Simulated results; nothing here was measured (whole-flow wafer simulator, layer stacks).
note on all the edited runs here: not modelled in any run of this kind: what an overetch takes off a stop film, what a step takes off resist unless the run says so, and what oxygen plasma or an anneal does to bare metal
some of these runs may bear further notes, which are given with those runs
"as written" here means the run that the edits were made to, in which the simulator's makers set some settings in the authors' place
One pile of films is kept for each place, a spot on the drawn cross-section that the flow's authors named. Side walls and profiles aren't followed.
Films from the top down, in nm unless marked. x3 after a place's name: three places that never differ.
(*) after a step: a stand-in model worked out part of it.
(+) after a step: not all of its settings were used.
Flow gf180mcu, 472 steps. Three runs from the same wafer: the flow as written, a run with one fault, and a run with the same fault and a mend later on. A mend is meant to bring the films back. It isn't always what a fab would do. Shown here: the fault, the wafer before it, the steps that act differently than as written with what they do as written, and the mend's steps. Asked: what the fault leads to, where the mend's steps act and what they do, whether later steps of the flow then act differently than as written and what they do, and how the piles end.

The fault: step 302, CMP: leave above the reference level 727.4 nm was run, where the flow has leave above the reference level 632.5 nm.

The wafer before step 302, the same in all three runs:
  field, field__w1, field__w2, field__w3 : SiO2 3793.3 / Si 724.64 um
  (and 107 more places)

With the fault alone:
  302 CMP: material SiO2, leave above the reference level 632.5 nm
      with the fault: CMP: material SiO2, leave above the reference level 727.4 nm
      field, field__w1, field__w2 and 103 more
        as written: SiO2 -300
        with the fault: SiO2 -205.1
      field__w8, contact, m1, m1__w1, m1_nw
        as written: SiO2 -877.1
        with the fault: SiO2 -782.2
  Later steps of the flow that act differently than as written (1 more step differs only slightly, by at most 2% or 0.5 nm, whichever is larger, and isn't shown):
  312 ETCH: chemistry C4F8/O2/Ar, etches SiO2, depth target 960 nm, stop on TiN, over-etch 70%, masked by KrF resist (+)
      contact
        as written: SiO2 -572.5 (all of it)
        with the fault: SiO2 -667.4 (all of it)
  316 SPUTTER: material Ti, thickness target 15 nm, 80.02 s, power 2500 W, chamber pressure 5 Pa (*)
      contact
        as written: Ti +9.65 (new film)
        with the fault: Ti +9.13 (new film)
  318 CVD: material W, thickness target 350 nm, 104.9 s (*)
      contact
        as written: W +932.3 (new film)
        with the fault: W +1028 (new film)
  At the end the piles differ from the flow's by more than 2% or 0.5 nm, whichever is larger, at field__w8, contact, m1, m1__w1, m1_nw.
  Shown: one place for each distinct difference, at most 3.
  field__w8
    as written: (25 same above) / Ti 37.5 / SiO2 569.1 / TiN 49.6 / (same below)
    with the fault: (25 same above) / Ti 37.5 / SiO2 664 / TiN 49.6 / (same below)
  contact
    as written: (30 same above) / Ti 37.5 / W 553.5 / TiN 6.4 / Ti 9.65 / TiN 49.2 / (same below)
    with the fault: (30 same above) / Ti 37.5 / W 649.3 / TiN 6.06 / Ti 9.13 / TiN 49.2 / (same below)

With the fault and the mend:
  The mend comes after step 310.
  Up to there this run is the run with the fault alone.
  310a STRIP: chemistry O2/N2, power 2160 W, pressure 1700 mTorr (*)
      field, field__w1, field__w2 and 107 more
        KrF resist -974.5 (all of it), anti-reflective coat -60 (all of it)
      contact
        anti-reflective coat -60 (all of it)
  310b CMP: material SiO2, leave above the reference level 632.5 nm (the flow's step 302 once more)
      field, field__w1, field__w2 and 108 more
        SiO2 -94.9
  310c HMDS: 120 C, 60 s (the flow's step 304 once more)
      changes no film at any place that is followed
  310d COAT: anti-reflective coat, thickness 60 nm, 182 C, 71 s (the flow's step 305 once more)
      field, field__w1, field__w2 and 108 more
        anti-reflective coat +60 (new film)
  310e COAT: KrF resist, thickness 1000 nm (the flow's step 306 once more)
      field, field__w1, field__w2 and 108 more
        KrF resist +1000 (new film)
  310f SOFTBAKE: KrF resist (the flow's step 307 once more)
      changes no film at any place that is followed
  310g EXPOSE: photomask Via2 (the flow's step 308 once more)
      changes no film at any place that is followed
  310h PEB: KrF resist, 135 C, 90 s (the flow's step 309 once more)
      field, field__w1, field__w2 and 108 more
        KrF resist -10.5
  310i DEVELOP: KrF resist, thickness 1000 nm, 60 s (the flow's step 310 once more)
      field, field__w1, field__w2 and 107 more
        KrF resist -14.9
      contact
        KrF resist -989.5 (all of it)
  No later step of the flow acts differently than as written at any place that is followed.
  At the end the piles are the same as the flow's at every place that both follow.
